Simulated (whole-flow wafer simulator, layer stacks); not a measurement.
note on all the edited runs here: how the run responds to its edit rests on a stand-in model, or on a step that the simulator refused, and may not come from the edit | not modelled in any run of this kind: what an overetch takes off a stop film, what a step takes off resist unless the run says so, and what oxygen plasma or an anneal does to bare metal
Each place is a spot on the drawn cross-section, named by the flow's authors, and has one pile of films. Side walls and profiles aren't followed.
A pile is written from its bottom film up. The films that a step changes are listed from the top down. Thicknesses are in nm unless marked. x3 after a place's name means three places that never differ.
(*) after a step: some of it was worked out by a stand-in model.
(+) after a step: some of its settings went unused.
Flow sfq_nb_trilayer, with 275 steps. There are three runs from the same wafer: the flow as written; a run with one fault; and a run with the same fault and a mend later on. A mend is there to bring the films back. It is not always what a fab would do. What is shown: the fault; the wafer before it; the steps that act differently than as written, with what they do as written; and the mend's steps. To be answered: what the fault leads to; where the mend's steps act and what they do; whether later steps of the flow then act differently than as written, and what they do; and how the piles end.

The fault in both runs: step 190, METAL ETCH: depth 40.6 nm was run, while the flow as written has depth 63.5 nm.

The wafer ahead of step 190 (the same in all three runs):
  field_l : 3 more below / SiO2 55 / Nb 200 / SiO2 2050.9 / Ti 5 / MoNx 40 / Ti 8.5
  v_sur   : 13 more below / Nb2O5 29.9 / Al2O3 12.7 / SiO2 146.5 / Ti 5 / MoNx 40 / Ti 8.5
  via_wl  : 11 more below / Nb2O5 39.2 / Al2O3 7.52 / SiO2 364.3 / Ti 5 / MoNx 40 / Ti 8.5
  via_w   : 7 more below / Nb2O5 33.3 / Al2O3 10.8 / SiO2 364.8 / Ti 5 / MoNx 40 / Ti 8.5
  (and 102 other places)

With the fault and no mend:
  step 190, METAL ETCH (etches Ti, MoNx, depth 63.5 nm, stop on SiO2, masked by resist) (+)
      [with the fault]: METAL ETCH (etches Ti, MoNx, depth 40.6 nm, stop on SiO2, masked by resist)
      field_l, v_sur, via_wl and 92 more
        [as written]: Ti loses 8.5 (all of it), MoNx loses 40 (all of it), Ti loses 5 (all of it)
        [with the fault]: Ti loses 8.5 (all of it), MoNx loses 32.1
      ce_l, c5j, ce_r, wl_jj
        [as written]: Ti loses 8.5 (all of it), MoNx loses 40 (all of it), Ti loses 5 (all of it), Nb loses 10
        [with the fault]: Ti loses 8.5 (all of it), MoNx loses 32.1
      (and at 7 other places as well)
  Steps further on in the flow that do not act as written (11 more steps, not shown, differ only slightly: by at most 2% or 0.5 nm, whichever is larger):
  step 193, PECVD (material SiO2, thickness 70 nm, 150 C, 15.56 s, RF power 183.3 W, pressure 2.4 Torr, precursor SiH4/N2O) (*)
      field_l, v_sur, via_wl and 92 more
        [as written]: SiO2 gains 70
        [with the fault]: SiO2 gains 70 (new film)
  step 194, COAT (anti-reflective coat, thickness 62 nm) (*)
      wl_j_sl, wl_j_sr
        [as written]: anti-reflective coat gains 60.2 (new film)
        [with the fault]: anti-reflective coat gains 62 (new film)
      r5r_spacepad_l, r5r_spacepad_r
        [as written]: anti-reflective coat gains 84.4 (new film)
        [with the fault]: anti-reflective coat gains 78.8 (new film)
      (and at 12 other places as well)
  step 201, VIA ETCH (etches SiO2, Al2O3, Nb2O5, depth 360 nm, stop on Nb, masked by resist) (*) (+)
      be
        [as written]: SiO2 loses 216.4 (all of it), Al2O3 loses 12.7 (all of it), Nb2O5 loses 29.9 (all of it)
        [with the fault]: SiO2 loses 69.8 (all of it), MoNx loses 7.9 (all of it), Ti loses 5 (all of it), SiO2 loses 146.5 (all of it), Al2O3 loses 12.7 (all of it), Nb2O5 loses 29.9 (all of it)
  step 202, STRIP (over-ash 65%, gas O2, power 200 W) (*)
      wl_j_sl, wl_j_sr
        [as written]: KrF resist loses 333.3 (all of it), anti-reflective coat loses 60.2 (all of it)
        [with the fault]: KrF resist loses 333.2 (all of it), anti-reflective coat loses 62 (all of it)
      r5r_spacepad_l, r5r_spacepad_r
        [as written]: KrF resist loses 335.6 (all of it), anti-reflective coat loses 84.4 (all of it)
        [with the fault]: KrF resist loses 335.1 (all of it), anti-reflective coat loses 78.8 (all of it)
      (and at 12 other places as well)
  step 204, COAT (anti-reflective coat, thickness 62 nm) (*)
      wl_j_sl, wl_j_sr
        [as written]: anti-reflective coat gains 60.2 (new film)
        [with the fault]: anti-reflective coat gains 62 (new film)
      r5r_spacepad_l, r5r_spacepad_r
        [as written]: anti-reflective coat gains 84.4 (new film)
        [with the fault]: anti-reflective coat gains 78.8 (new film)
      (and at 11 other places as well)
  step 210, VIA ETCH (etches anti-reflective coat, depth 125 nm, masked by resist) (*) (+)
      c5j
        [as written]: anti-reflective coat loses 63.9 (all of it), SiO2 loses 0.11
        [with the fault]: anti-reflective coat loses 61.3 (all of it), SiO2 loses 0.13
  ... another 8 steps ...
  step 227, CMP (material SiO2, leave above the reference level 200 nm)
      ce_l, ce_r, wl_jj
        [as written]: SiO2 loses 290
        [with the fault]: SiO2 loses 300
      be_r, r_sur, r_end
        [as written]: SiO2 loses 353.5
        [with the fault]: SiO2 loses 340.6
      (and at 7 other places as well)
  The piles end different from the flow's at field_l, v_sur, via_wl and 100 more by more than 2% or 0.5 nm, whichever is larger.
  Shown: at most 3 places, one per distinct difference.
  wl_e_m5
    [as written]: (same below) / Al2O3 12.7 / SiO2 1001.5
    [with the fault]: (same below) / Al2O3 12.7 / SiO2 146.5 / Ti 5 / MoNx 7.9 / SiO2 855
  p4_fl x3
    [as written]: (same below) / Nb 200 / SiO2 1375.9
    [with the fault]: (same below) / Nb 200 / SiO2 520.9 / Ti 5 / MoNx 7.9 / SiO2 855
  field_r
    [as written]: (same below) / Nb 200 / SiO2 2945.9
    [with the fault]: (same below) / Nb 200 / SiO2 2090.9 / Ti 5 / MoNx 7.9 / SiO2 855

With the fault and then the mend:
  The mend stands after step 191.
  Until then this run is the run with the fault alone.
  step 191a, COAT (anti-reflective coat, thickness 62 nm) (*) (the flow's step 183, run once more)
      p4_fl x3, p4_w1 x9, p4_g1 x2 and 57 more
        anti-reflective coat gains 62 (new film)
      field_l, v_sur, via_wl and 7 more
        anti-reflective coat gains 62.2 (new film)
      wire, be, be_sur, lsp_m, ln_m6
        anti-reflective coat gains 62.3 (new film)
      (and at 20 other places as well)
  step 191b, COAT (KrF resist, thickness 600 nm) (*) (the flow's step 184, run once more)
      p4_fl x3, p4_w1 x9, p4_g1 x2 and 57 more
        KrF resist gains 600 (new film)
      v_sur, via_wl, via_w, via_wr
        KrF resist gains 600.5 (new film)
      via_sp, l0_sur, l0v
        KrF resist gains 600.6 (new film)
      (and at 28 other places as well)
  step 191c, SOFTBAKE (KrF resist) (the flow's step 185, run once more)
      alters no film at any place that is followed
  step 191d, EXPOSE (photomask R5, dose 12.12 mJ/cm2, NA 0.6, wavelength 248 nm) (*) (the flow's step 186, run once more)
      alters no film at any place that is followed
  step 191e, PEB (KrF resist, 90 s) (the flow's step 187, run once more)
      field_l, v_sur, via_wl and 77 more
        KrF resist loses 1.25
      wire, be, be_sur and 14 more
        KrF resist loses 1.26
      be_r, r_sur, res, r_end
        KrF resist loses 1.22
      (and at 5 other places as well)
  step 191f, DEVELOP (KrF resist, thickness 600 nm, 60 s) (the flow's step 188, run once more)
      p4_fl x3, p4_w1 x9, p4_g1 x2 and 57 more
        KrF resist loses 598.7 (all of it)
      be_r, r_sur, res, r_end, r5r_line_l, r5r_line_c, r5r_line_r
        KrF resist loses 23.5
      via_w, via_wr, via_sp, l0v
        KrF resist loses 599.3 (all of it)
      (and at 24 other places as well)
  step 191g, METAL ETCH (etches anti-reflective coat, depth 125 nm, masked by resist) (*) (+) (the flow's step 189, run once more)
      p4_fl x3, p4_w1 x9, p4_g1 x2 and 57 more
        anti-reflective coat loses 62 (all of it)
      field_l, v_sur, via_wl and 7 more
        anti-reflective coat loses 62.2 (all of it)
      be_r, r_sur, res, r_end, r5r_line_l, r5r_line_c, r5r_line_r
        KrF resist loses 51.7
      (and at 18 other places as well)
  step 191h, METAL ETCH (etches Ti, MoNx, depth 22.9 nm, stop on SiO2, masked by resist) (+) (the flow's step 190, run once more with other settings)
      field_l, v_sur, via_wl and 92 more
        MoNx loses 7.9 (all of it), Ti loses 5 (all of it)
      be_r, r_sur, res, r_end, r5r_line_l, r5r_line_c, r5r_line_r
        KrF resist loses 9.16
      ce_l, c5j, ce_r, wl_jj
        MoNx loses 7.9 (all of it), Ti loses 5 (all of it), Nb loses 10
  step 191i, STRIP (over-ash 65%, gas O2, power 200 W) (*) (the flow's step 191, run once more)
      r5r_line_l, r5r_line_c, r5r_line_r
        KrF resist loses 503 (all of it), anti-reflective coat loses 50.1 (all of it)
      be_r
        KrF resist loses 497.6 (all of it), anti-reflective coat loses 55.1 (all of it)
      r_sur
        KrF resist loses 497.5 (all of it), anti-reflective coat loses 58.4 (all of it)
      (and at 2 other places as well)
  None of the later steps of the flow acts differently than as written at any place that is followed.
  By the end, the piles equal the flow's at every place that both follow.
